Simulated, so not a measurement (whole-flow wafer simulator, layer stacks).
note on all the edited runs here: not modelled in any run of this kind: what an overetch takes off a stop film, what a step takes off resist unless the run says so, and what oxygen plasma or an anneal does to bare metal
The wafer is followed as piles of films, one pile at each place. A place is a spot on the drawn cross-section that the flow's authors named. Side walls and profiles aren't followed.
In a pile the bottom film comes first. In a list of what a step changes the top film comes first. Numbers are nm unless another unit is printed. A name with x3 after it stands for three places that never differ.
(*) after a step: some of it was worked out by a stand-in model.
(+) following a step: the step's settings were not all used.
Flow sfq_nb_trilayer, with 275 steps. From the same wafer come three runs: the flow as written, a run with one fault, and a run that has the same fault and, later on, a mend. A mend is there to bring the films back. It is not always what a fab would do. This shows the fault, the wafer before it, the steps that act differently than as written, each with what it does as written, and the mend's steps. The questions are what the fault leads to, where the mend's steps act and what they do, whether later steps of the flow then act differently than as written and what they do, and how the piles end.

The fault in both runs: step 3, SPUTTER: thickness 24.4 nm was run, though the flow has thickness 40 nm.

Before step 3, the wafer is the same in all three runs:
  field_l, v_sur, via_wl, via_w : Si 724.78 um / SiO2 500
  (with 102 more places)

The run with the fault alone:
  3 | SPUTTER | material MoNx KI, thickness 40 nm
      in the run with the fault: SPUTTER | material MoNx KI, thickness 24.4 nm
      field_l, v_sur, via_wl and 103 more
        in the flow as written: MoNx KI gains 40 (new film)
        in the run with the fault: MoNx KI gains 24.4 (new film)
  Steps further on in the flow that do not act as written (8 other steps are not shown; they differ only slightly, by no more than 2% or 0.5 nm, whichever is larger):
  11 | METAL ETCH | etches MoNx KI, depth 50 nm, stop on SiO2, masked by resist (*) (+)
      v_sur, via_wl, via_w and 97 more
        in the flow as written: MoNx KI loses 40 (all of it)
        in the run with the fault: MoNx KI loses 24.4 (all of it)
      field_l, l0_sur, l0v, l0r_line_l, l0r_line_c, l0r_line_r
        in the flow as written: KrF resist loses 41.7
        in the run with the fault: KrF resist loses 30.5
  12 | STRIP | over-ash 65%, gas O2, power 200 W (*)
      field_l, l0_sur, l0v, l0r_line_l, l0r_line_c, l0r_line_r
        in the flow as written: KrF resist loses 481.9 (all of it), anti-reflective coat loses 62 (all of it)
        in the run with the fault: KrF resist loses 493.1 (all of it), anti-reflective coat loses 62 (all of it)
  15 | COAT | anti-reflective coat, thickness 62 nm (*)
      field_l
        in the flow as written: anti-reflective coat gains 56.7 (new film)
        in the run with the fault: anti-reflective coat gains 58.5 (new film)
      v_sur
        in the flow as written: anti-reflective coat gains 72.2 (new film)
        in the run with the fault: anti-reflective coat gains 68.3 (new film)
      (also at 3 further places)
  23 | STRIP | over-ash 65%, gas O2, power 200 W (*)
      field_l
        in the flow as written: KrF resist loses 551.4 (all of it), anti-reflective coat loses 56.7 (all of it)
        in the run with the fault: KrF resist loses 554.7 (all of it), anti-reflective coat loses 58.5 (all of it)
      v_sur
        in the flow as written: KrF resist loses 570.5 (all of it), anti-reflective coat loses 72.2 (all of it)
        in the run with the fault: KrF resist loses 566 (all of it), anti-reflective coat loses 68.3 (all of it)
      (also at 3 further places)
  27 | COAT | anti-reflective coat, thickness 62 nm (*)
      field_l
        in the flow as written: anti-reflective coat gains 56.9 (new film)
        in the run with the fault: anti-reflective coat gains 58.7 (new film)
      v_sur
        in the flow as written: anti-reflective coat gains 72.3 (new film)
        in the run with the fault: anti-reflective coat gains 68.3 (new film)
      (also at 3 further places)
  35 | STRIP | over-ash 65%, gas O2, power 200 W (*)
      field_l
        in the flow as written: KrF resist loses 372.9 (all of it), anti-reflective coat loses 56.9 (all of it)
        in the run with the fault: KrF resist loses 376.6 (all of it), anti-reflective coat loses 58.7 (all of it)
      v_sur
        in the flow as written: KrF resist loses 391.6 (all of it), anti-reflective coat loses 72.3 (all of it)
        in the run with the fault: KrF resist loses 387.9 (all of it), anti-reflective coat loses 68.3 (all of it)
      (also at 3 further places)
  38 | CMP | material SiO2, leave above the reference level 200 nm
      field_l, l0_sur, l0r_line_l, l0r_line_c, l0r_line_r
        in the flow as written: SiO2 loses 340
        in the run with the fault: SiO2 loses 324.4
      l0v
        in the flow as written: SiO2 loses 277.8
        in the run with the fault: SiO2 loses 262.2
  By the end, the piles at field_l, l0_sur, l0v, l0r_line_l, l0r_line_c, l0r_line_r depart from the flow's by more than 2% or 0.5 nm, whichever is larger.
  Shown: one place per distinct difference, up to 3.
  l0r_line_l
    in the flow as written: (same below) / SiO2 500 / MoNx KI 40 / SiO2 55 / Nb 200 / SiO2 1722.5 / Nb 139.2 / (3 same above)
    in the run with the fault: (same below) / SiO2 500 / MoNx KI 24.4 / SiO2 55 / Nb 200 / SiO2 1738.1 / Nb 139.2 / (3 same above)
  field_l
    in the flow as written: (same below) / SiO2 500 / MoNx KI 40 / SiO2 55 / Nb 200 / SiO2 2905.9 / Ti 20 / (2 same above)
    in the run with the fault: (same below) / SiO2 500 / MoNx KI 24.4 / SiO2 55 / Nb 200 / SiO2 2921.5 / Ti 20 / (2 same above)
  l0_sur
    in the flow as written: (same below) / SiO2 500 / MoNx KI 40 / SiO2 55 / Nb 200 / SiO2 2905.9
    in the run with the fault: (same below) / SiO2 500 / MoNx KI 24.4 / SiO2 55 / Nb 200 / SiO2 2921.5

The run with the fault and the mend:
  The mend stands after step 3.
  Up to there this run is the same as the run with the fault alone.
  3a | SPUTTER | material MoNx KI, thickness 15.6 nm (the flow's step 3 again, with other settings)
      field_l, v_sur, via_wl and 103 more
        MoNx KI gains 15.6
  None of the later steps of the flow acts differently than as written at any place that is followed.
  The piles end the same as the flow's at every place that both follow.
